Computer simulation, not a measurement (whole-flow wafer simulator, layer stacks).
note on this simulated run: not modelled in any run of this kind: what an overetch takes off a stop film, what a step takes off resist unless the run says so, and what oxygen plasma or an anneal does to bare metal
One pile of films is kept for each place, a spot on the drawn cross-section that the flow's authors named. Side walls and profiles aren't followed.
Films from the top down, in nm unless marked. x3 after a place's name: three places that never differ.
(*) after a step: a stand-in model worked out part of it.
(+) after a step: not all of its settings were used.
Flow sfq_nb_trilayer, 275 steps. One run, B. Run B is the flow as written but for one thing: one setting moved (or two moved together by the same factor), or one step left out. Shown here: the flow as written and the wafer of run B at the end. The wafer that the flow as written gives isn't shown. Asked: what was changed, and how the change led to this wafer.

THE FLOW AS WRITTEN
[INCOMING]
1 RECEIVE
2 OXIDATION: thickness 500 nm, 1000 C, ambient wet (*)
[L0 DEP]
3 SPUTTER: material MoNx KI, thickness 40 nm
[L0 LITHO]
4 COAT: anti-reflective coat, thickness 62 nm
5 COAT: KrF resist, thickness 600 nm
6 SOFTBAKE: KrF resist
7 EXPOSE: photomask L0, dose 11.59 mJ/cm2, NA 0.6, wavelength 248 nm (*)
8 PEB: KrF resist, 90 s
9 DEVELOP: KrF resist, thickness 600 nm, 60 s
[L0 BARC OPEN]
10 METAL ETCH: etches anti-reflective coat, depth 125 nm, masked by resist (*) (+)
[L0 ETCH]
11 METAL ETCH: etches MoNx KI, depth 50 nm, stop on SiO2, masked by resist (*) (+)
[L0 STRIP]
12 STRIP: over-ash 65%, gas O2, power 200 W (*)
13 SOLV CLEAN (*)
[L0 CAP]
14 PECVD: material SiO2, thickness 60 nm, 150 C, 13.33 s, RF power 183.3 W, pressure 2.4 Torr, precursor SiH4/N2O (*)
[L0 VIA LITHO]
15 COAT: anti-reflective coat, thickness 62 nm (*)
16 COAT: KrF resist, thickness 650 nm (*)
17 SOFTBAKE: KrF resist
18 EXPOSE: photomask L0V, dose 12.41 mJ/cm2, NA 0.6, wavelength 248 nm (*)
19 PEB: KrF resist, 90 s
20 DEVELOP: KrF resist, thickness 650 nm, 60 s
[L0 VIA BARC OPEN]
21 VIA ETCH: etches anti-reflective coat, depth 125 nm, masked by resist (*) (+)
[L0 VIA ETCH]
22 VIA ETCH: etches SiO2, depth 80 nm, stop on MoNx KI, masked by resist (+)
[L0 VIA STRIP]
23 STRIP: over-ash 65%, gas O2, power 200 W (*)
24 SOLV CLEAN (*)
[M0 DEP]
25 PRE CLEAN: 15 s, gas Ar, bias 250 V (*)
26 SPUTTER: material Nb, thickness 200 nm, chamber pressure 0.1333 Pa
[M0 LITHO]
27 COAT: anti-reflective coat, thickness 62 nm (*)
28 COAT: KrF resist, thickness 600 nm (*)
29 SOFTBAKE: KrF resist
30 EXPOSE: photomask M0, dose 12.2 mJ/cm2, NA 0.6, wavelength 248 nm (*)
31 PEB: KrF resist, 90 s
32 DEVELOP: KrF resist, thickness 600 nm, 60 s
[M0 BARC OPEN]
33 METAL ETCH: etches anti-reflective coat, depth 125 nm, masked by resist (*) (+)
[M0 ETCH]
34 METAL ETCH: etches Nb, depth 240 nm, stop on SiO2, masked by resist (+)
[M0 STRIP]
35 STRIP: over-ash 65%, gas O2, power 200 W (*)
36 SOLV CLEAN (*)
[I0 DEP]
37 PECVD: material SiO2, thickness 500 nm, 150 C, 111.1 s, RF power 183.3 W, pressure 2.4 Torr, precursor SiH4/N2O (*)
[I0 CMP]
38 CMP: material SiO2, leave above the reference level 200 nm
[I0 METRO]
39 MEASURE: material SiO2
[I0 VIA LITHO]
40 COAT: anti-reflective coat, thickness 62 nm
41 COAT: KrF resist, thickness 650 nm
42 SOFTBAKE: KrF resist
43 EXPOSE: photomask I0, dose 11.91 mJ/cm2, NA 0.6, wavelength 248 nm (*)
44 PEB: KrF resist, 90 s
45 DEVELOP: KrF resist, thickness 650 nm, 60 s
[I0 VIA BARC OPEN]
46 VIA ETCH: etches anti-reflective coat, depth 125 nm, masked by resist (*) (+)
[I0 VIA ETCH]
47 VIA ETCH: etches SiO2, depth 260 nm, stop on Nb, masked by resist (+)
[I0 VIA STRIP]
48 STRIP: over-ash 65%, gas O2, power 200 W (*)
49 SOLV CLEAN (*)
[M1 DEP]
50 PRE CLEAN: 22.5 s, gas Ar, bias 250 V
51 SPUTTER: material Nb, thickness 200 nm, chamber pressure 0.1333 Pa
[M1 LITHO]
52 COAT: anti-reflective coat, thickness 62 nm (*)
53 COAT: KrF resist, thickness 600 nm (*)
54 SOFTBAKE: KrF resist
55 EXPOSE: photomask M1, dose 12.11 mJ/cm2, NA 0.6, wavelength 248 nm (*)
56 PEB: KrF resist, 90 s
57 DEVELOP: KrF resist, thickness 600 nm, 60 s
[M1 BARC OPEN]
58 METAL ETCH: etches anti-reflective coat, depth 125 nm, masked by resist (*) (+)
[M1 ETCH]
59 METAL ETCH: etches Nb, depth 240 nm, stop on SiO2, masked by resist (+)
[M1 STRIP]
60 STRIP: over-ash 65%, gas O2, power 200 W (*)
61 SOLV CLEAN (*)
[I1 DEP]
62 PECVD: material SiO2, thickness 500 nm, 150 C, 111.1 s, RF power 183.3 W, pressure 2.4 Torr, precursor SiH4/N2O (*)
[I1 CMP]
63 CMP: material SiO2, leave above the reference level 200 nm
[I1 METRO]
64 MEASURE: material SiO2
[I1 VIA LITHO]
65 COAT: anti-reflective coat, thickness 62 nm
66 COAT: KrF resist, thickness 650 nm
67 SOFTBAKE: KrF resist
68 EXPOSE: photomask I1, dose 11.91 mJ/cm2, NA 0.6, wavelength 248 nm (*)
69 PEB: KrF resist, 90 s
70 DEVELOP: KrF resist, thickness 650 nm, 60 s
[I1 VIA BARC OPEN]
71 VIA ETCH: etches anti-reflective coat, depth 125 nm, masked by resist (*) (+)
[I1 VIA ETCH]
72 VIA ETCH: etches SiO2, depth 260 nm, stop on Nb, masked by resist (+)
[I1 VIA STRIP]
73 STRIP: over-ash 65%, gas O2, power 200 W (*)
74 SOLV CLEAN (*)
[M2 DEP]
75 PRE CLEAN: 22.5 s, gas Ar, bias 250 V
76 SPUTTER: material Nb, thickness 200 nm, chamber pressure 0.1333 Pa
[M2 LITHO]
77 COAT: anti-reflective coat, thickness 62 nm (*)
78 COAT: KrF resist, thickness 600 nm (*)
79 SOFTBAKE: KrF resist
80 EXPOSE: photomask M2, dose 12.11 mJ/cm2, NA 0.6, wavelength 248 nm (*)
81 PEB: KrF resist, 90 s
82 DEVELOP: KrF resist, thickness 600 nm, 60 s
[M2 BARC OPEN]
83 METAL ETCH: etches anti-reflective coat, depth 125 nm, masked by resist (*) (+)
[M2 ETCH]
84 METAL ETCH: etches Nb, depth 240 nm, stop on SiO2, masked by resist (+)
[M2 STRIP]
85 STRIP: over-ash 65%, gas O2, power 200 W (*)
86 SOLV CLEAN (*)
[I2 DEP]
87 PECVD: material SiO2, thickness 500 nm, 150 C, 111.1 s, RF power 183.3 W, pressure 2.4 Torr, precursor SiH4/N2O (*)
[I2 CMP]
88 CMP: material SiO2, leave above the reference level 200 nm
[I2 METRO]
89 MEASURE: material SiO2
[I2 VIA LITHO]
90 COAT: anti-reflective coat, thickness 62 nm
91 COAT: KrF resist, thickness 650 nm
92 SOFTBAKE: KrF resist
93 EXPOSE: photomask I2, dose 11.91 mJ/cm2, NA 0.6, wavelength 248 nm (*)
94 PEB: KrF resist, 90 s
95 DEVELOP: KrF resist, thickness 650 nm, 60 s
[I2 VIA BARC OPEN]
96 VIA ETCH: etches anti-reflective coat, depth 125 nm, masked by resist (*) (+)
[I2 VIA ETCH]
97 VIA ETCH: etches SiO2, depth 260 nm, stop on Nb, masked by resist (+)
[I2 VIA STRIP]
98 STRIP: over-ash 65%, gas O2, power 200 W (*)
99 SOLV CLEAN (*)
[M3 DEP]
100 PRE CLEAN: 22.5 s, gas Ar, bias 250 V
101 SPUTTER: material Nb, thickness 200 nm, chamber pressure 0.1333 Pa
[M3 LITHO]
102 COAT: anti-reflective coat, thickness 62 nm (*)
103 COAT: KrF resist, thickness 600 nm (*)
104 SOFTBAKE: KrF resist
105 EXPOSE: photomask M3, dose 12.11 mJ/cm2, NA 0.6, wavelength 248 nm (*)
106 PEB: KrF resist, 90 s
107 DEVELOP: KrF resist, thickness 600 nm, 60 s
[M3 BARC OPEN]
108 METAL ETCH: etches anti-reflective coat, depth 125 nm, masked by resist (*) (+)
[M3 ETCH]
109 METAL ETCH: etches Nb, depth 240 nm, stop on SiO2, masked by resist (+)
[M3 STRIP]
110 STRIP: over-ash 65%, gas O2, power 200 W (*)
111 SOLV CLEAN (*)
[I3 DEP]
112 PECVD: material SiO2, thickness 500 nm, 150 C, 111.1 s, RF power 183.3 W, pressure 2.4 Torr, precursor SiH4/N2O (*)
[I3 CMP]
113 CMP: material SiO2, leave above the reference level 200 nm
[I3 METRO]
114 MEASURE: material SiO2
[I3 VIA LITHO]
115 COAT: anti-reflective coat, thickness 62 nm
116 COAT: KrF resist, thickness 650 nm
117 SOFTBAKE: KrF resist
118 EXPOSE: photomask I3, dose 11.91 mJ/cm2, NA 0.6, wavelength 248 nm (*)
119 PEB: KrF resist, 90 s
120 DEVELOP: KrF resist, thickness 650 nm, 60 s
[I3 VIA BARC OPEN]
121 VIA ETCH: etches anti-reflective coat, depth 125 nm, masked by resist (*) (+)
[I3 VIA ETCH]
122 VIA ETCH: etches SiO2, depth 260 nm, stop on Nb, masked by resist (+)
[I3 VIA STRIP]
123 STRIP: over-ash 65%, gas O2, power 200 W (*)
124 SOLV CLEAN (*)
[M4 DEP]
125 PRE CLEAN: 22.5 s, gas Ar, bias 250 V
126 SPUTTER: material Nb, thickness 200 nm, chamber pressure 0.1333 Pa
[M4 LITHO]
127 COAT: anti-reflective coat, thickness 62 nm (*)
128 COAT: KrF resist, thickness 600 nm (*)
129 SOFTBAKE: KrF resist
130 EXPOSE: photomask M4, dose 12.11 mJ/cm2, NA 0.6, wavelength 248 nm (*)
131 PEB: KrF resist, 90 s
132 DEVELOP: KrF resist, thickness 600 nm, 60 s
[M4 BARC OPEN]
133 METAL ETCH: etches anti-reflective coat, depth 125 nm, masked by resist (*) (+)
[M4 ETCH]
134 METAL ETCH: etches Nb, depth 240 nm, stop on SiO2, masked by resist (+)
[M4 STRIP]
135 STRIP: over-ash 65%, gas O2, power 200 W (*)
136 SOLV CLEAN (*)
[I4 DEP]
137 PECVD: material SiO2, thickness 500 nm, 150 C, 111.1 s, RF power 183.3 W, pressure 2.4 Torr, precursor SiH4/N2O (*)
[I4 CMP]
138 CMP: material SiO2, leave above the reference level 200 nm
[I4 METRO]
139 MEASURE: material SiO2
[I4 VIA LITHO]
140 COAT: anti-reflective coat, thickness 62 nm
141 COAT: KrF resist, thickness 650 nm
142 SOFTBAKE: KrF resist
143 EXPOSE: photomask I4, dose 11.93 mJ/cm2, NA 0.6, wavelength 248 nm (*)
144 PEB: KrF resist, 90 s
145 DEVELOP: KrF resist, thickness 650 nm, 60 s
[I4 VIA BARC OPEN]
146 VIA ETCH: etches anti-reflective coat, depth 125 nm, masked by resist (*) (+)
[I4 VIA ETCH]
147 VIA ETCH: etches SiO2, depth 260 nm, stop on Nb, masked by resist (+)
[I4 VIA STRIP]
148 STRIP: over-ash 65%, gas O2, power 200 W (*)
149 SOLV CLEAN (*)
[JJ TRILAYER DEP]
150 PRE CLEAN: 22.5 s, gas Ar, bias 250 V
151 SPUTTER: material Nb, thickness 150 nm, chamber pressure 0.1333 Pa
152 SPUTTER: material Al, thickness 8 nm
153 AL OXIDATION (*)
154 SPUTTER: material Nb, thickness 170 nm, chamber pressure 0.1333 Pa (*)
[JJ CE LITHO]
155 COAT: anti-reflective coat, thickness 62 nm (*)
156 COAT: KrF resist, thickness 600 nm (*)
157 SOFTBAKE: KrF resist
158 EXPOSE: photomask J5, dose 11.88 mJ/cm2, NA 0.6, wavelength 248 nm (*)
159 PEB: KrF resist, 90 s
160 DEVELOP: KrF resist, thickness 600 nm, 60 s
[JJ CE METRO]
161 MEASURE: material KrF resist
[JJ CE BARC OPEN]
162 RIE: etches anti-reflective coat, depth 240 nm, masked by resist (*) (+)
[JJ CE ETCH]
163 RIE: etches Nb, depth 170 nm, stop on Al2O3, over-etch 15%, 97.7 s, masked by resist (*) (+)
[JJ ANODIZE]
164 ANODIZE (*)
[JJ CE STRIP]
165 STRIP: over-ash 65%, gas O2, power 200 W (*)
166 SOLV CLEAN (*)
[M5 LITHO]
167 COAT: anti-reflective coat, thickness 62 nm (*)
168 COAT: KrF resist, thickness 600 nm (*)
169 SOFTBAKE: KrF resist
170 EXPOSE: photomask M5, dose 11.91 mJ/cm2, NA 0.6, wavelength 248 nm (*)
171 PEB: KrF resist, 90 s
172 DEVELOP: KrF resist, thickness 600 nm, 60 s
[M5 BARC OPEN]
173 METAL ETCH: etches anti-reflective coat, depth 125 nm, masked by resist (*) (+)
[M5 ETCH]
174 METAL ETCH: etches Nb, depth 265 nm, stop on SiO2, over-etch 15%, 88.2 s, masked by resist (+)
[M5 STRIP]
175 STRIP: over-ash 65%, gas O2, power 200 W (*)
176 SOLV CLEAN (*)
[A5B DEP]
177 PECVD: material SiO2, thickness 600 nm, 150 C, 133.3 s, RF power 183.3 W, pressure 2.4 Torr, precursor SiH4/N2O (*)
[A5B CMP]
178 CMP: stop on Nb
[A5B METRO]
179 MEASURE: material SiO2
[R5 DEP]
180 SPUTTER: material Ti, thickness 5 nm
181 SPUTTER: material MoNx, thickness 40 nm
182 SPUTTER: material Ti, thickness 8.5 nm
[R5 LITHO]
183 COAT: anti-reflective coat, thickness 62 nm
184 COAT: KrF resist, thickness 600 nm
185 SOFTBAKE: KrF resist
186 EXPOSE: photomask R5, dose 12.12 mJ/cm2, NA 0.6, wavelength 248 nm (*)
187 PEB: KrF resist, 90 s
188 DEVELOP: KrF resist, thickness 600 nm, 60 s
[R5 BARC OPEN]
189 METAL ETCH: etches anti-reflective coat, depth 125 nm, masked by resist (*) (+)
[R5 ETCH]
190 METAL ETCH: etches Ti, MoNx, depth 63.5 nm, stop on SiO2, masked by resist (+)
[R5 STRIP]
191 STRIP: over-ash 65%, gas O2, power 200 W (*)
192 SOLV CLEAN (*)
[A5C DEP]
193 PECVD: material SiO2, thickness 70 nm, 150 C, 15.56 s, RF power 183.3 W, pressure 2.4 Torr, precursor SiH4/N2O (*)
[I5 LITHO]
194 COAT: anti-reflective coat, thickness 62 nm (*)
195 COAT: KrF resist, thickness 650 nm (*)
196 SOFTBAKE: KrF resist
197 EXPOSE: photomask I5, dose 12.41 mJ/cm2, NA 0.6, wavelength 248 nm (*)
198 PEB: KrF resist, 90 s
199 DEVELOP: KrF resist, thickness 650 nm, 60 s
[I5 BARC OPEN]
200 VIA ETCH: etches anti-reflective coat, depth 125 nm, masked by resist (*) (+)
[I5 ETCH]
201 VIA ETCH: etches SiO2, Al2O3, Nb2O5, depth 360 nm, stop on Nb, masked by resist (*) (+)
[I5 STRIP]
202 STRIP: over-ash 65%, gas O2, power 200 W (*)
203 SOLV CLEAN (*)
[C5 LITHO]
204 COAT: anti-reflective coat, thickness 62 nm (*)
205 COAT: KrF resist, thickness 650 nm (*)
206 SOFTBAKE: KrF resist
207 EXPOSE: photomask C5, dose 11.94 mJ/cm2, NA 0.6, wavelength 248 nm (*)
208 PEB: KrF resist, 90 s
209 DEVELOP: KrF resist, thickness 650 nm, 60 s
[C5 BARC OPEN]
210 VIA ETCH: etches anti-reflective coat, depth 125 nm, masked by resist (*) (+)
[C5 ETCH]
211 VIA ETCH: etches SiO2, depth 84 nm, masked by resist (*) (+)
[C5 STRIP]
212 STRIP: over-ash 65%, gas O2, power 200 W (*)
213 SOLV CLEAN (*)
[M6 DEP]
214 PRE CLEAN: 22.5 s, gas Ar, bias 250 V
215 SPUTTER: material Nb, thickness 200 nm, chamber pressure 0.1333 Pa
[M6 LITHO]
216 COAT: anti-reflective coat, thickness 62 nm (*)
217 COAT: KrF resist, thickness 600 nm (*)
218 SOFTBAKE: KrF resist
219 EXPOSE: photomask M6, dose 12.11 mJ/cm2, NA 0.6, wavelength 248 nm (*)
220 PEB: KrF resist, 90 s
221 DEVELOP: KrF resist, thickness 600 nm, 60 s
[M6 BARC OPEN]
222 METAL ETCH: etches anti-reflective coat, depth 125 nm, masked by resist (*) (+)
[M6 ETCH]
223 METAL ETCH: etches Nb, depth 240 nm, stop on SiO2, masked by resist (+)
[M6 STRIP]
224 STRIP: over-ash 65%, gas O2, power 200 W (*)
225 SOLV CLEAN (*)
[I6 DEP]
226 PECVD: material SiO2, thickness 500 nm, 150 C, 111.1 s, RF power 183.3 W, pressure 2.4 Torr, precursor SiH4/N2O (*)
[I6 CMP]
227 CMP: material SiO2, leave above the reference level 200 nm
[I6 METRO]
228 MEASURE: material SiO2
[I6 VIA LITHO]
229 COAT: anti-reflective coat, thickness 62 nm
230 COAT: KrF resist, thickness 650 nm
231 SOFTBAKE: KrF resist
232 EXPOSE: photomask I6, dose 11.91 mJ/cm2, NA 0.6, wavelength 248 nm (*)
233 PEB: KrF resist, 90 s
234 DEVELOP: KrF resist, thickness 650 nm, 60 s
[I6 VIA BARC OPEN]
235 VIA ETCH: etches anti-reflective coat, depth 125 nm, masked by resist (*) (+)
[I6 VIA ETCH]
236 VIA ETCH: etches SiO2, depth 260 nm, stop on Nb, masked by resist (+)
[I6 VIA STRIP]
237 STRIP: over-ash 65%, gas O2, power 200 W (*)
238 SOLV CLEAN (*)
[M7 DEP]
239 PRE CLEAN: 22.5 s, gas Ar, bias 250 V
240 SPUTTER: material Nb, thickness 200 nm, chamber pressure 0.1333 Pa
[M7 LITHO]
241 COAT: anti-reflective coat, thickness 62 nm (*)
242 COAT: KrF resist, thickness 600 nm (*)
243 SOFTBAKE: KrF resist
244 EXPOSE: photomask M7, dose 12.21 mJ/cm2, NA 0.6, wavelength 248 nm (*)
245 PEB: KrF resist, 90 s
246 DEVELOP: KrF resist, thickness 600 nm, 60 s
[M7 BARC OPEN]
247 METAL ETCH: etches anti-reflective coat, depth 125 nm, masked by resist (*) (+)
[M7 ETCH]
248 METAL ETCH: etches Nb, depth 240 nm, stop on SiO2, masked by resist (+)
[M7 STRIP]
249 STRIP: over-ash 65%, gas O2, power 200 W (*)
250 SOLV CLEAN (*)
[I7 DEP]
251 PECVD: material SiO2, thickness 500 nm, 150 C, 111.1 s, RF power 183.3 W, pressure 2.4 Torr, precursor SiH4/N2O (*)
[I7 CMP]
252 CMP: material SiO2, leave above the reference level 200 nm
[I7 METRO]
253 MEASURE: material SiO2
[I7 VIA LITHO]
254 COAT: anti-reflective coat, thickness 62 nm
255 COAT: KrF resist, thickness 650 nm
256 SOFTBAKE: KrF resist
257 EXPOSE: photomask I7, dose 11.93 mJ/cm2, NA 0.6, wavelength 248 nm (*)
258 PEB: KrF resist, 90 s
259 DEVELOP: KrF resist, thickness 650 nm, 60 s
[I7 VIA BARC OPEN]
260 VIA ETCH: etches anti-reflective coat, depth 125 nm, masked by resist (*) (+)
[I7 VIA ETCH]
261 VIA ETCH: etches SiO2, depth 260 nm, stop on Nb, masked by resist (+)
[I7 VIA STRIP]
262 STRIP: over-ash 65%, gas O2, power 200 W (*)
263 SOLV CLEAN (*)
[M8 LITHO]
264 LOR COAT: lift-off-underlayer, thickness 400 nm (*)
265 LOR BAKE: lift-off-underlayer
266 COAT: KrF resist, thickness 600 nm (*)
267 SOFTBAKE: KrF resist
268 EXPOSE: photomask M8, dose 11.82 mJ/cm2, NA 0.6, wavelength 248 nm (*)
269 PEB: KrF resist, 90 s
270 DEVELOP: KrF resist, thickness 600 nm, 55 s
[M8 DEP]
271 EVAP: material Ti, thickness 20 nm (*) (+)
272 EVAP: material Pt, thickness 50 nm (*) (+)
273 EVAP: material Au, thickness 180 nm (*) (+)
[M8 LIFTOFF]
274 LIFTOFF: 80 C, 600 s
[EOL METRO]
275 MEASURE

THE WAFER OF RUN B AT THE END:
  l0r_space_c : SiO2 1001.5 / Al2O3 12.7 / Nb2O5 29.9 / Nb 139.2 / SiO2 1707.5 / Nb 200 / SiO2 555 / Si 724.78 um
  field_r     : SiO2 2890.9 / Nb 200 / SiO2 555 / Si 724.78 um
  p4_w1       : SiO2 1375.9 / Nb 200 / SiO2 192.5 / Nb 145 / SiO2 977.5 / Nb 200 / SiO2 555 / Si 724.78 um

The cause: step 101, SPUTTER: thickness 145 nm was run, where the flow has thickness 200 nm.
It can be read off the wafer: p4_w1 has Nb 145, and step 101 as written asks for 200 nm.

How the change led to this, step by step:
  101 SPUTTER: material Nb, thickness 200 nm, chamber pressure 0.1333 Pa
      field_l, v_sur, via_wl and 102 more: Nb +145 (new film) (as written it would be: Nb +200 (new film))
      via_w: Nb +119.7 (as written it would be: Nb +165.5)
  102 COAT: anti-reflective coat, thickness 62 nm (*)
      via_wl: anti-reflective coat +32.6 (new film) (as written it would be: anti-reflective coat +34.2 (new film))
      via_w: anti-reflective coat +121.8 (new film) (as written it would be: anti-reflective coat +124.8 (new film))
  109 METAL ETCH: etches Nb, depth 240 nm, stop on SiO2, masked by resist (+)
      field_l, be, be_sur and 72 more: Nb -145 (all of it) (as written it would be: Nb -200 (all of it))
      v_sur, via_wl, via_w and 28 more: KrF resist -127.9 (as written it would be: KrF resist -141.2)
  110 STRIP: over-ash 65%, gas O2, power 200 W (*)
      p4_w1, p4_w2, p4_w3 and 21 more: KrF resist -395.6 (all of it), anti-reflective coat -62 (all of it) (as written it would be: KrF resist -382.4 (all of it), anti-reflective coat -62 (all of it))
      v_sur: KrF resist -379.1 (all of it), anti-reflective coat -60.8 (all of it) (as written it would be: KrF resist -365.3 (all of it), anti-reflective coat -61.1 (all of it))
      (and at 6 more places)
  112 PECVD: material SiO2, thickness 500 nm, 150 C, 111.1 s, RF power 183.3 W, pressure 2.4 Torr, precursor SiH4/N2O (*)
      p4_g1, p4_g2, p3_s0, p3_s1, p3_s2, p3_s3, p3_s4, p3_s5: SiO2 +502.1 (as written it would be: SiO2 +557.1)
      via_w: SiO2 +600.3 (new film) (as written it would be: SiO2 +615 (new film))
  113 CMP: material SiO2, leave above the reference level 200 nm
      field_l, be, be_sur and 64 more: SiO2 -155 (as written it would be: SiO2 -100)
      via_w: SiO2 -176.1 (as written it would be: SiO2 -181.6)
